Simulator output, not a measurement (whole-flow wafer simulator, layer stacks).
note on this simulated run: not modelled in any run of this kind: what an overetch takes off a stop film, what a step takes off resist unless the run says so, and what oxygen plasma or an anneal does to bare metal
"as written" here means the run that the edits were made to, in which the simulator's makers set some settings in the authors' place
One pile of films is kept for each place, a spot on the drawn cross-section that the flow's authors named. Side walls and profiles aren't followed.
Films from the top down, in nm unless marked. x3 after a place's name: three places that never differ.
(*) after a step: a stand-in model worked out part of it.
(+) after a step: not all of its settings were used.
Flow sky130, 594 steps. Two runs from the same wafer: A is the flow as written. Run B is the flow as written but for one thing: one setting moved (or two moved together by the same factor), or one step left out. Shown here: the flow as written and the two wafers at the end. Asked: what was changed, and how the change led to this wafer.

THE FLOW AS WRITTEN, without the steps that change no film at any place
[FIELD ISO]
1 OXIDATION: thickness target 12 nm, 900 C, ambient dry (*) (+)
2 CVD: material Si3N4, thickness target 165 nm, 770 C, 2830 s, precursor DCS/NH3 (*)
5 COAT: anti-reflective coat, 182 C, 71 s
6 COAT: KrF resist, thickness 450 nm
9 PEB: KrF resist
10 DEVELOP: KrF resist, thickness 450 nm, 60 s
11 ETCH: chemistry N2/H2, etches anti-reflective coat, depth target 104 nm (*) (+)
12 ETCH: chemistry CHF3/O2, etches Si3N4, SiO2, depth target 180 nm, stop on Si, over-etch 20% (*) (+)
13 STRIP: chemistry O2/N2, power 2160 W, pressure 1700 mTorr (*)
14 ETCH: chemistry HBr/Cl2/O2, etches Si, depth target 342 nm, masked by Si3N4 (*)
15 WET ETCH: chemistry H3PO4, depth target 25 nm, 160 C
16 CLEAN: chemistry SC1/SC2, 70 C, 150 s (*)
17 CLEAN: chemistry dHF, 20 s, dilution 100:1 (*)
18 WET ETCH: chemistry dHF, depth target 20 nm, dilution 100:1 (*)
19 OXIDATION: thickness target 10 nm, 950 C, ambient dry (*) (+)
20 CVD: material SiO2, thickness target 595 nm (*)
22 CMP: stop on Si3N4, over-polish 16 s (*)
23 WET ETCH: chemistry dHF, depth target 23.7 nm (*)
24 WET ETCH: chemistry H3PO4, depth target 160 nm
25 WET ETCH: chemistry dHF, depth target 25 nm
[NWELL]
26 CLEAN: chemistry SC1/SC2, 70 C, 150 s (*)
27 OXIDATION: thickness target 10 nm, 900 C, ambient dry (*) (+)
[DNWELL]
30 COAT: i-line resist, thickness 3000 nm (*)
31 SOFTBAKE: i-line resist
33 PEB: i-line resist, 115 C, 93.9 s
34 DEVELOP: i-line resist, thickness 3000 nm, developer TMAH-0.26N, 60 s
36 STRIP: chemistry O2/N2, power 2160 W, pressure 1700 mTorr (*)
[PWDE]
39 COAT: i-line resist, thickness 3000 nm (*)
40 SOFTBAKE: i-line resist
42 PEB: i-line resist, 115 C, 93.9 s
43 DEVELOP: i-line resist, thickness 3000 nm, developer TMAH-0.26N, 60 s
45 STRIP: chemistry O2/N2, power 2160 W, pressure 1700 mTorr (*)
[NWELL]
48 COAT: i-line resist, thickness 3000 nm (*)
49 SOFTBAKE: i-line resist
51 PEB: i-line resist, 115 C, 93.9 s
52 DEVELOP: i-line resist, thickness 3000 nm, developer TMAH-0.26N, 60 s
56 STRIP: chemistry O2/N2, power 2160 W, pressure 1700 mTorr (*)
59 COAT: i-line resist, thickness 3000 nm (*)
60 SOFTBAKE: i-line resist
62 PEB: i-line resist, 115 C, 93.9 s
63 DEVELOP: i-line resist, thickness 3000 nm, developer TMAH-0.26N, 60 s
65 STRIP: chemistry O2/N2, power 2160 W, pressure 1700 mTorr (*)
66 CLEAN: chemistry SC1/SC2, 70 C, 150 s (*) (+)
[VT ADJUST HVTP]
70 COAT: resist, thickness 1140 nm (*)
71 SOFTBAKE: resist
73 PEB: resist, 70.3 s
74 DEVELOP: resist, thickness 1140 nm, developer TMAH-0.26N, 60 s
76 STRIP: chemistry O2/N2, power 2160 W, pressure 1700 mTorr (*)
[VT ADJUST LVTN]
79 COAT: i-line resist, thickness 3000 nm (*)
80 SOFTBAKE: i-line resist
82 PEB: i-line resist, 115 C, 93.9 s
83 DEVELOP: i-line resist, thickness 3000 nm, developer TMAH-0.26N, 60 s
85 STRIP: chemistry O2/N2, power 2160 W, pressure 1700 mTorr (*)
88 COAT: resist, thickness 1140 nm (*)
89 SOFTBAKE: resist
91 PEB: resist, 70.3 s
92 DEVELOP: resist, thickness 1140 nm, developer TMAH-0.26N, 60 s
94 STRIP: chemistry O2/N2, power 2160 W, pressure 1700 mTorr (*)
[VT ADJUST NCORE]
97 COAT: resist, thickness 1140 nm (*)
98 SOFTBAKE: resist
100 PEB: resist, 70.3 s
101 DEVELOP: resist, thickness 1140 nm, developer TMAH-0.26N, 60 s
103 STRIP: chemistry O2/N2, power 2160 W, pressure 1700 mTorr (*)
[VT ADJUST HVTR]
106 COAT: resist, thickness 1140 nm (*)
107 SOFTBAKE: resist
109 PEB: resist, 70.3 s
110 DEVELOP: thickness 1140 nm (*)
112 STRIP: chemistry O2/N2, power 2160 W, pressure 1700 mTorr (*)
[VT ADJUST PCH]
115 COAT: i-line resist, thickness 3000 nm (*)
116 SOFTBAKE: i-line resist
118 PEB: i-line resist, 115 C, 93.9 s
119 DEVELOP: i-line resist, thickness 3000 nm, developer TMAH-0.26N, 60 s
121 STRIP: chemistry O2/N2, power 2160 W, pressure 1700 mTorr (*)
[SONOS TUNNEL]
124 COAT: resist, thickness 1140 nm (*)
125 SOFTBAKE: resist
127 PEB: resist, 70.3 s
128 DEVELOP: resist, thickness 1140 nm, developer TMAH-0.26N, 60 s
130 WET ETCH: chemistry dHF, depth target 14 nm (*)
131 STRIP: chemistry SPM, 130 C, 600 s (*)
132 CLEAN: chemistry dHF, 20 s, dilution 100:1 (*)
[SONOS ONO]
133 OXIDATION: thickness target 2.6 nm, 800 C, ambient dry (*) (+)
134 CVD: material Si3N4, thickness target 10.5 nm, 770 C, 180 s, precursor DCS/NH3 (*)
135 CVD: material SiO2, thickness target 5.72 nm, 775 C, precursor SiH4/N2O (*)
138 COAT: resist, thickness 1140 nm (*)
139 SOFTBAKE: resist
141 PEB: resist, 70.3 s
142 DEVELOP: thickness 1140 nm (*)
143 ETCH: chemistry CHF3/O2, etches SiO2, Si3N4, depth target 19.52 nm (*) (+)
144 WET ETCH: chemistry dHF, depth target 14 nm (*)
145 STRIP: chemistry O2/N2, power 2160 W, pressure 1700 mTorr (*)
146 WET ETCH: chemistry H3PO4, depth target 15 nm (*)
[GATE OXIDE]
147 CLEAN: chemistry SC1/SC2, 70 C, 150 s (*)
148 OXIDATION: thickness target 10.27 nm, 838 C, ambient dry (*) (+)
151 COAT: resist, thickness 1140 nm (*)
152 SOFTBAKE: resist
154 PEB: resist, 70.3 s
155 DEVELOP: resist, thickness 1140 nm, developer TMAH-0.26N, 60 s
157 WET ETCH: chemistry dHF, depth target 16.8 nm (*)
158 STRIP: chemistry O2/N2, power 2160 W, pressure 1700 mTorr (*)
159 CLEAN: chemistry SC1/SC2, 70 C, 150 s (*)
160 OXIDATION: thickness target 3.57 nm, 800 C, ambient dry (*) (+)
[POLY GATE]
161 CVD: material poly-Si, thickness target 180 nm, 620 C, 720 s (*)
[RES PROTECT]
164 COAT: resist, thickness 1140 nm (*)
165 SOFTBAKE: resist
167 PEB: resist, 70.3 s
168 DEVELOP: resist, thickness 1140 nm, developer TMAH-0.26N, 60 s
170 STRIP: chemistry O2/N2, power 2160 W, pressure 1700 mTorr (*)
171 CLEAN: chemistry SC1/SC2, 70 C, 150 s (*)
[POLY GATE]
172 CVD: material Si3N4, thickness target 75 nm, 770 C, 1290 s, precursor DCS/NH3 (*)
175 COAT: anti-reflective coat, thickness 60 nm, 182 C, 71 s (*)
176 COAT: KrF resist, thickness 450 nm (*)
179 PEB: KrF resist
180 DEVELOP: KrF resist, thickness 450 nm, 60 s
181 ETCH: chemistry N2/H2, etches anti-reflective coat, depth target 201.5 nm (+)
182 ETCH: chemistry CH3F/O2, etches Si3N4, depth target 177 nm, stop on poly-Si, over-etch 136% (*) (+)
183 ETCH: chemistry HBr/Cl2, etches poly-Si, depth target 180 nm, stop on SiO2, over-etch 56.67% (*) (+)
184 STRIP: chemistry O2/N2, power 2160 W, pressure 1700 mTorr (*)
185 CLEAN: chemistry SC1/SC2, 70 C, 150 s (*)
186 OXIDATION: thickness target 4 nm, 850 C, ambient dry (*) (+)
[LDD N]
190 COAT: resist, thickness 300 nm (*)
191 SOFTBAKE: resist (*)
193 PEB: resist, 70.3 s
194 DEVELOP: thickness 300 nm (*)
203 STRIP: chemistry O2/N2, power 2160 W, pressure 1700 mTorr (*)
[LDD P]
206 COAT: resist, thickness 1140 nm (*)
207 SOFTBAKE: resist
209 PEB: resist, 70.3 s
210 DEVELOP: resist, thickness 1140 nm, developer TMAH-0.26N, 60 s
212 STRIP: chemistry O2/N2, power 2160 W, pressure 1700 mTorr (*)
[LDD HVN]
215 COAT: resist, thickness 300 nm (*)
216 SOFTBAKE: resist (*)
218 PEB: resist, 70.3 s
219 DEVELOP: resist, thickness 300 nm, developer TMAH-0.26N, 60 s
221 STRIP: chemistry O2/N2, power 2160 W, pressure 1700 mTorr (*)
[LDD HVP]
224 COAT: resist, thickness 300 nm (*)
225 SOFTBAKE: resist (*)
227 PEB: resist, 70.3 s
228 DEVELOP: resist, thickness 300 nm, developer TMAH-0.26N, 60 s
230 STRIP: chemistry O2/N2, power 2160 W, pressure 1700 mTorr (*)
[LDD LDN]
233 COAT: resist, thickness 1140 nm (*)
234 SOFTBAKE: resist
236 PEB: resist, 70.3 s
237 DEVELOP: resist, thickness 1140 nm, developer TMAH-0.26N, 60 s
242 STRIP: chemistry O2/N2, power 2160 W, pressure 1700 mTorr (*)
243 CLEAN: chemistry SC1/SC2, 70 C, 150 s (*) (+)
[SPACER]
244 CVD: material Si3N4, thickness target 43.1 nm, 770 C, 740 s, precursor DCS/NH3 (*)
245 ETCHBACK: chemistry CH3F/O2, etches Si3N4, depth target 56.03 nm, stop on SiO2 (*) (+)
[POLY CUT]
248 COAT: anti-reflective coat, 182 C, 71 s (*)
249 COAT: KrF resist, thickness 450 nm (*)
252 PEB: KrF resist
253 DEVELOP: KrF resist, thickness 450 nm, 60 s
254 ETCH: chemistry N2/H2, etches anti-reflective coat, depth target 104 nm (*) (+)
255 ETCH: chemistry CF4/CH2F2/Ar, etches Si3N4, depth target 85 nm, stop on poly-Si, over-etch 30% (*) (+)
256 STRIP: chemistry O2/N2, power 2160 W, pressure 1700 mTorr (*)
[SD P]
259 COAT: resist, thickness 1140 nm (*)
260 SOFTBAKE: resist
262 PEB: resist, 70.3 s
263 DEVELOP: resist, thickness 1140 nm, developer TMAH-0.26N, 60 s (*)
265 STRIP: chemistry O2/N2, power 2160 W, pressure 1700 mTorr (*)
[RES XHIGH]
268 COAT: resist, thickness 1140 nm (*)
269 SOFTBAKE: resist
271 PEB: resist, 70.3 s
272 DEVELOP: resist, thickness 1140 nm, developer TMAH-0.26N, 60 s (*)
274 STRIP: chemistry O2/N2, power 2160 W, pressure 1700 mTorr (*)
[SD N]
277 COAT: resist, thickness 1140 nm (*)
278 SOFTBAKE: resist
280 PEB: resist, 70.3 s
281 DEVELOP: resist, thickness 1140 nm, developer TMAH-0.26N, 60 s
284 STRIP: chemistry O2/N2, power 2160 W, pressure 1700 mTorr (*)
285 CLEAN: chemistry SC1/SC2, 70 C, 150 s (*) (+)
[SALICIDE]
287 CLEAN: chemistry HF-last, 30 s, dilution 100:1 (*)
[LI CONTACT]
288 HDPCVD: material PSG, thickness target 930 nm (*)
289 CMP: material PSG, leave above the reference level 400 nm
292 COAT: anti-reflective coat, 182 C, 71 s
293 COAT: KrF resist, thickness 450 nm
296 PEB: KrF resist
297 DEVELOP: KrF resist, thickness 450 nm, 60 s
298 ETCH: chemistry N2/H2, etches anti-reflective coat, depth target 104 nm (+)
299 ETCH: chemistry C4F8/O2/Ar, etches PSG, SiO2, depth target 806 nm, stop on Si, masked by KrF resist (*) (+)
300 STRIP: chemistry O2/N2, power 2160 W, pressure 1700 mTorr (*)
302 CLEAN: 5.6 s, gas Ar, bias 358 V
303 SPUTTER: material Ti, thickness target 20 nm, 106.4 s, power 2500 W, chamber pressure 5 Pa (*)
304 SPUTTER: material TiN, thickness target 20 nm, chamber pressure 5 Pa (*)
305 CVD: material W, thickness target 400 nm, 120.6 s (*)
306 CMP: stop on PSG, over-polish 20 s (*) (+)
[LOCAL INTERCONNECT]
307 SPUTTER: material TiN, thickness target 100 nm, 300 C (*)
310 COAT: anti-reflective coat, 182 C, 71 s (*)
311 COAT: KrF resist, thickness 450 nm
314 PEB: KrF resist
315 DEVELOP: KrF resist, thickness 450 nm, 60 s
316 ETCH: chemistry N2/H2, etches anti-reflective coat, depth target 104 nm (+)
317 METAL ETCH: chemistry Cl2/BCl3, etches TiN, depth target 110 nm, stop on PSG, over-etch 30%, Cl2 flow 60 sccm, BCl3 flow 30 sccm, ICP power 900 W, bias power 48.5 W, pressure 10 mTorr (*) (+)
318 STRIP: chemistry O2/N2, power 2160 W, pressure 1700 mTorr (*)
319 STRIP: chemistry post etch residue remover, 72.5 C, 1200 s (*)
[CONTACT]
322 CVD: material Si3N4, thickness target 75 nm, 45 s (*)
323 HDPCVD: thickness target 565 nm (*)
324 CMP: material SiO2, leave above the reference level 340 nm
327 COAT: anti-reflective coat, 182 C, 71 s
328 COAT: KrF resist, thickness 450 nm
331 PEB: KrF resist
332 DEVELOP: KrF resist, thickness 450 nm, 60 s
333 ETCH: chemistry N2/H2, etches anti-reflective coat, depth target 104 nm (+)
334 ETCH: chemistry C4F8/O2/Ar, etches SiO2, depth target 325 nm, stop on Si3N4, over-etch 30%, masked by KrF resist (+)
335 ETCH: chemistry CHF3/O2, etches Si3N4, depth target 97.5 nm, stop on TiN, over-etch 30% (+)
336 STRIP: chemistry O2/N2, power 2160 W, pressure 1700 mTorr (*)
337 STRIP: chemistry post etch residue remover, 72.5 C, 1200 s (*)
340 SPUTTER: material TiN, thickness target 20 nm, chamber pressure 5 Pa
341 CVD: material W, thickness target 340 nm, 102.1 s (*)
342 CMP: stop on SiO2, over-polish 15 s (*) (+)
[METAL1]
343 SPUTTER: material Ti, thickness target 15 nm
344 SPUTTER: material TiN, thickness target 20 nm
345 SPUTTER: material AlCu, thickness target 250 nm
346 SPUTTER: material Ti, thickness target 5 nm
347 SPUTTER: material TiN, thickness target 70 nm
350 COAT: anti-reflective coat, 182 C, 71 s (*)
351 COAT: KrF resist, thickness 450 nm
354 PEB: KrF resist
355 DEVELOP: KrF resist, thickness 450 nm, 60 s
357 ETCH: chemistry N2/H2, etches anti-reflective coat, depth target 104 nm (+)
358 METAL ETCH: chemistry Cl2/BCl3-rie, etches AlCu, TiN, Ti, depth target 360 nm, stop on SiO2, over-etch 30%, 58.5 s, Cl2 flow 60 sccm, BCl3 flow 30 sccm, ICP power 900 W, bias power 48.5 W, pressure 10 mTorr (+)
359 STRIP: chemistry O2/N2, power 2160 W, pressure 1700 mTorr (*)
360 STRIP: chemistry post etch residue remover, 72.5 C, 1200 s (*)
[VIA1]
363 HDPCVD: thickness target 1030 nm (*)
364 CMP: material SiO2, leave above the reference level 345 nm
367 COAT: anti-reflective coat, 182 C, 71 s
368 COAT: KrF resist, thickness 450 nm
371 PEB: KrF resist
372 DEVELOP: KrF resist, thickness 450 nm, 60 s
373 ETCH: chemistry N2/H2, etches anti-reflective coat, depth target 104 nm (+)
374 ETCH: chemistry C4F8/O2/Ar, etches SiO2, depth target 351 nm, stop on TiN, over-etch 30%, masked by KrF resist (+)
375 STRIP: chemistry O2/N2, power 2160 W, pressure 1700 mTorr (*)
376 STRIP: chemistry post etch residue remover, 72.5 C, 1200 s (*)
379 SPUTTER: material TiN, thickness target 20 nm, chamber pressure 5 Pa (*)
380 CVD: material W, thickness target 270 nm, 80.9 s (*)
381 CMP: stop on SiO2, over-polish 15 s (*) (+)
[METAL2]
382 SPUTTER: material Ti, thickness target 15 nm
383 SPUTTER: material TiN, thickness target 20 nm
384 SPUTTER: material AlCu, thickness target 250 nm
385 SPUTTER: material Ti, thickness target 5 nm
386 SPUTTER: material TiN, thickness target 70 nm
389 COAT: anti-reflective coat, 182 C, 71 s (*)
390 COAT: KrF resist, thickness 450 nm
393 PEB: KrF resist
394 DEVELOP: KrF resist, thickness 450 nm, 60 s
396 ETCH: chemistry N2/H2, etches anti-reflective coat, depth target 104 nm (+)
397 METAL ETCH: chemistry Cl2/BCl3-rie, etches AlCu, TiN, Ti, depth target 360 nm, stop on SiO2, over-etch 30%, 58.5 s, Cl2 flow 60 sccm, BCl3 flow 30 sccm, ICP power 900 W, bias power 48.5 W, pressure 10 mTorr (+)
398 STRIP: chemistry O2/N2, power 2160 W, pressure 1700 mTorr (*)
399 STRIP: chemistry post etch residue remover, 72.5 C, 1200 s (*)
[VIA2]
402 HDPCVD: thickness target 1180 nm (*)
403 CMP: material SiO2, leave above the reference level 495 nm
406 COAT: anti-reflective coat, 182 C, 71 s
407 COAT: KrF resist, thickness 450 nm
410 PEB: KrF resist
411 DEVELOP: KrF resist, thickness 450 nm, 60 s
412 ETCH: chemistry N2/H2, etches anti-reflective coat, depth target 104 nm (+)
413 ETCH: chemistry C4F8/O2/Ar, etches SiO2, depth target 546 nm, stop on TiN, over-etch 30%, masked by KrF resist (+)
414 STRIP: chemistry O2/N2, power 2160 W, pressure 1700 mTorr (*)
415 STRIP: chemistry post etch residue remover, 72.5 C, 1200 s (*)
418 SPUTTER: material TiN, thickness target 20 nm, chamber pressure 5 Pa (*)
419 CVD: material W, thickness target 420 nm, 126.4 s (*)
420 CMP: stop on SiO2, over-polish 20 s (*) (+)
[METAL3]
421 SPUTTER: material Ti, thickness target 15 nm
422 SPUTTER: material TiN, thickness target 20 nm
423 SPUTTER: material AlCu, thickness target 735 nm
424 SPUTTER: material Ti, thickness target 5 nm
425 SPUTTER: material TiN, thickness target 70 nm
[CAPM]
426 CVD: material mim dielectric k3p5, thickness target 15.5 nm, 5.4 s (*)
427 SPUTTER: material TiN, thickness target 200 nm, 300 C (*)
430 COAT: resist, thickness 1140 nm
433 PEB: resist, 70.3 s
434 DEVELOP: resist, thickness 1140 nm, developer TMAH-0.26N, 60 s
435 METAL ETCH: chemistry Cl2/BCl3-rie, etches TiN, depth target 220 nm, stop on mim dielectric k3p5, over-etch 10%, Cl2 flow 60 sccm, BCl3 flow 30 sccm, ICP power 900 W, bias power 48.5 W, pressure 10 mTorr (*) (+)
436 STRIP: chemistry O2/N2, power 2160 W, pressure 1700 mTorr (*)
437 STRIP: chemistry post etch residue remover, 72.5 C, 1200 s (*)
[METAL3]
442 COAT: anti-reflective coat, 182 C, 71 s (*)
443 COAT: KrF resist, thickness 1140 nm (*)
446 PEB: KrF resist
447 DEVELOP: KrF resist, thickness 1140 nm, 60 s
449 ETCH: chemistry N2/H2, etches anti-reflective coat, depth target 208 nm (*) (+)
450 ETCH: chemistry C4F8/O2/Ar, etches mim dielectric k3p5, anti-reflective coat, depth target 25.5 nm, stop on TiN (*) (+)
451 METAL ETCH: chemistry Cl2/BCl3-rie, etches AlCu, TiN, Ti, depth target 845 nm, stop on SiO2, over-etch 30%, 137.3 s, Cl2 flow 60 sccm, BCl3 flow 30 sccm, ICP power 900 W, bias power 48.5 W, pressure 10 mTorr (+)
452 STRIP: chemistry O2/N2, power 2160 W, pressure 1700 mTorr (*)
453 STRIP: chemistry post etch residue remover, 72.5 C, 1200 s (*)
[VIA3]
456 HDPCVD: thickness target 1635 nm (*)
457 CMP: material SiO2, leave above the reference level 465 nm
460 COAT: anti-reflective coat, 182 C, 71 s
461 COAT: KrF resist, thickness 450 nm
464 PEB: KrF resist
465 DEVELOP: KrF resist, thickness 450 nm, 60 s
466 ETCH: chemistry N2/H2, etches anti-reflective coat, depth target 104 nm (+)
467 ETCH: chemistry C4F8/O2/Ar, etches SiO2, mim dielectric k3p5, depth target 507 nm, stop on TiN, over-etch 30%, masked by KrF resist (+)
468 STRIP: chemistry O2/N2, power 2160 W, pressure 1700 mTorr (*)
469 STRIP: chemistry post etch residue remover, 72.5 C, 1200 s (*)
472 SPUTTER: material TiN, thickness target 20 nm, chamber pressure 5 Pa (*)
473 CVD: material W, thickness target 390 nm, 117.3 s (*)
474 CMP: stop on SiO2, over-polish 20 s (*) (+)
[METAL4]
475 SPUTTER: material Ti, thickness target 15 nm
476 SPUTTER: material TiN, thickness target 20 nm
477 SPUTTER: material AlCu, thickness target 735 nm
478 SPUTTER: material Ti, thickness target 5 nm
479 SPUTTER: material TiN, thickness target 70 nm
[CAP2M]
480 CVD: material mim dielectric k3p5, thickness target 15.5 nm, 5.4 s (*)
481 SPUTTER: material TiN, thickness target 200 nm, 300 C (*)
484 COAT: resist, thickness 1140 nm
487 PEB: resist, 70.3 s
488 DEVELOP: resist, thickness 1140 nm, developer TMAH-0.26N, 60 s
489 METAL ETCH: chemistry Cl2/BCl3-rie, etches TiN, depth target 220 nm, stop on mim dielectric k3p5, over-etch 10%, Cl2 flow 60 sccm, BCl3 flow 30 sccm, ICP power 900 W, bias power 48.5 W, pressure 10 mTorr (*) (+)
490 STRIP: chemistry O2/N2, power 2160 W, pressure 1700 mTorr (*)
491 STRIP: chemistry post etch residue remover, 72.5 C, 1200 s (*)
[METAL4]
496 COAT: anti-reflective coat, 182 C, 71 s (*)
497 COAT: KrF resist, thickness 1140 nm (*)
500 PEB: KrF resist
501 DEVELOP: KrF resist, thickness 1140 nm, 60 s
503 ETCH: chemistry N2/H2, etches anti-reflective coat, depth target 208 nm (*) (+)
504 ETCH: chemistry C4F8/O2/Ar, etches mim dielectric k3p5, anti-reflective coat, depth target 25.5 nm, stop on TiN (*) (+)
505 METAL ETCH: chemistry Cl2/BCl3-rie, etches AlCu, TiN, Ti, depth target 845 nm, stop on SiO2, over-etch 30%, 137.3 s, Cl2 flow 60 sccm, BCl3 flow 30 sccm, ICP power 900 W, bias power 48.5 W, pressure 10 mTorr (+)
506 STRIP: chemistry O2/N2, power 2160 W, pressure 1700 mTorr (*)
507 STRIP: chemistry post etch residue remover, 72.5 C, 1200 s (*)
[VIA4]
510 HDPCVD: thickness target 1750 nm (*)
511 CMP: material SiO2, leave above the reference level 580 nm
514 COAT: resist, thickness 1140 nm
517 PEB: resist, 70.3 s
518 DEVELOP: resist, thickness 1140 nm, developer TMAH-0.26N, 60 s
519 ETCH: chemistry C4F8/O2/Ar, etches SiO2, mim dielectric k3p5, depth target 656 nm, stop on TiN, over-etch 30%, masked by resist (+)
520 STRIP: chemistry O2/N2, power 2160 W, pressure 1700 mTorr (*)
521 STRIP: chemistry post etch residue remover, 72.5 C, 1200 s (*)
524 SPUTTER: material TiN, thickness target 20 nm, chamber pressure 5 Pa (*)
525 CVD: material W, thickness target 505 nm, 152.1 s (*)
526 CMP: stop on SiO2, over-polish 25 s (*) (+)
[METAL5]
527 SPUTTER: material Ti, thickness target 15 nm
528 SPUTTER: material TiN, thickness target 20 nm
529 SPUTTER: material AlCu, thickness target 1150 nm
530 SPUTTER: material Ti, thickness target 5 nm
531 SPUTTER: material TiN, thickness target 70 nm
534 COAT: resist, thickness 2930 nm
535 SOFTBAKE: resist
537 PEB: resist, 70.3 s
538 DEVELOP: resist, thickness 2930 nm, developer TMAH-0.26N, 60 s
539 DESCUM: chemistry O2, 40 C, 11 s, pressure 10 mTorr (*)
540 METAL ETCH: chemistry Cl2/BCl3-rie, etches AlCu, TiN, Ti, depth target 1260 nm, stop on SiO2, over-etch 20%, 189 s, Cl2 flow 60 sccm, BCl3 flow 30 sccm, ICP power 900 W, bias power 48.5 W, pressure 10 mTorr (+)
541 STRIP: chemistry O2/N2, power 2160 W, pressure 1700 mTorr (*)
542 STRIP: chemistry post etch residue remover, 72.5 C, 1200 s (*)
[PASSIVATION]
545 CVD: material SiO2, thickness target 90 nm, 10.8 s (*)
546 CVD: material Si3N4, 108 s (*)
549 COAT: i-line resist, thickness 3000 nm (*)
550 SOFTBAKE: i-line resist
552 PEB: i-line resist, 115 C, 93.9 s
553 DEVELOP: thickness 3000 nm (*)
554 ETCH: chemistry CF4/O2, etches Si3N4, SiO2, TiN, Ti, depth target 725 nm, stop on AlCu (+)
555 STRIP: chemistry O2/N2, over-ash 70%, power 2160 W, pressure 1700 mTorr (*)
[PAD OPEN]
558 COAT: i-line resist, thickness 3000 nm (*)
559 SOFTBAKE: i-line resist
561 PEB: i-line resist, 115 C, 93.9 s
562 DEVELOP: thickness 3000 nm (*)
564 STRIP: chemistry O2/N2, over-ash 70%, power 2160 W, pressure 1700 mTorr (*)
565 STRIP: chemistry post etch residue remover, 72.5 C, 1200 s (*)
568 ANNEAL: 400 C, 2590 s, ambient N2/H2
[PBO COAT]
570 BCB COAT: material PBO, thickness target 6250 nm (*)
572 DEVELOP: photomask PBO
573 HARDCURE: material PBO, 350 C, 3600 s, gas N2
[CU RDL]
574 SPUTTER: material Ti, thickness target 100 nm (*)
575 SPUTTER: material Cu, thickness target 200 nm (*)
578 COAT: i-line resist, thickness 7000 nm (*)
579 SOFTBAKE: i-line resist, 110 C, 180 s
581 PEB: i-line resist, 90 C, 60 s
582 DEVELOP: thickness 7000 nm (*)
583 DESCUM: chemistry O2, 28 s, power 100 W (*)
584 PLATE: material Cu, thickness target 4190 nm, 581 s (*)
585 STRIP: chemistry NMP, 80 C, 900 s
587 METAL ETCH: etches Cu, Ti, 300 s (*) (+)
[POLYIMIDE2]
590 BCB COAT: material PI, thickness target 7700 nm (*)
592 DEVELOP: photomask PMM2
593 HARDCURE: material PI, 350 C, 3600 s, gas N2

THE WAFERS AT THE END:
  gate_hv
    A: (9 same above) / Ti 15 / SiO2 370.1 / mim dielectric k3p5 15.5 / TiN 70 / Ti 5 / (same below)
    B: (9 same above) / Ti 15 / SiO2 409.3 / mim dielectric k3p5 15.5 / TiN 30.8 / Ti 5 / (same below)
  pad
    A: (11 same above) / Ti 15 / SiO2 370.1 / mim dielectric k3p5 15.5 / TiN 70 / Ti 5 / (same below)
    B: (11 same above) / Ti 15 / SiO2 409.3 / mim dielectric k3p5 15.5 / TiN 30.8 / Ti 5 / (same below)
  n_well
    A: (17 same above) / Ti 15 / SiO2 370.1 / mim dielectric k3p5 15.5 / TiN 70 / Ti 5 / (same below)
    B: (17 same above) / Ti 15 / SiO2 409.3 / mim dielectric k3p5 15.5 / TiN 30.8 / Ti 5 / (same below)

The cause: step 425, SPUTTER: thickness target 30.8 nm was run, where the flow has thickness target 70 nm.
It can be read off the wafer: gate_hv has TiN 30.8, and step 425 as written asks for 70 nm.

How the change led to this, step by step:
  425 SPUTTER: material TiN, thickness target 70 nm
      field, active, n_well and 188 more: A TiN +70 (new film) | B TiN +30.8 (new film)
  451 METAL ETCH: chemistry Cl2/BCl3-rie, etches AlCu, TiN, Ti, depth target 845 nm, stop on SiO2, over-etch 30%, 137.3 s, Cl2 flow 60 sccm, BCl3 flow 30 sccm, ICP power 900 W, bias power 48.5 W, pressure 10 mTorr (+)
      field, gate, spacer and 68 more: A TiN -70 (all of it), Ti -5 (all of it), AlCu -735 (all of it), TiN -20 (all of it), Ti -15 (all of it), SiO2 -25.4 | B TiN -30.8 (all of it), Ti -5 (all of it), AlCu -735 (all of it), TiN -20 (all of it), Ti -15 (all of it), SiO2 -29.3
      active, vpp_ln, vpp_iso2 and 11 more: A TiN -70 (all of it), Ti -5 (all of it), AlCu -735 (all of it), TiN -20 (all of it), Ti -15 (all of it), SiO2 -25.3 | B TiN -30.8 (all of it), Ti -5 (all of it), AlCu -735 (all of it), TiN -20 (all of it), Ti -15 (all of it), SiO2 -29.3
  457 CMP: material SiO2, leave above the reference level 465 nm
      n_well, p_well, gate_hv and 99 more: A SiO2 -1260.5 | B SiO2 -1221.3
      mim, mim_edge_plate_strap, mim_edge_plate: A SiO2 -1459.7 | B SiO2 -1420.5
      (and at 2 more places)
  467 ETCH: chemistry C4F8/O2/Ar, etches SiO2, mim dielectric k3p5, depth target 507 nm, stop on TiN, over-etch 30%, masked by KrF resist (+)
      m1: A SiO2 -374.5 (all of it), mim dielectric k3p5 -15.5 (all of it) | B SiO2 -413.7 (all of it), mim dielectric k3p5 -15.5 (all of it)
      via3_hole: A SiO2 -373.9 (all of it), mim dielectric k3p5 -15.5 (all of it) | B SiO2 -413.1 (all of it), mim dielectric k3p5 -15.5 (all of it)
  472 SPUTTER: material TiN, thickness target 20 nm, chamber pressure 5 Pa (*)
      via3_hole: A TiN +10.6 | B TiN +10
  473 CVD: material W, thickness target 390 nm, 117.3 s (*)
      m1: A W +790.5 (new film) | B W +830.2 (new film)
      via3_hole: A W +789.9 (new film) | B W +829.6 (new film)
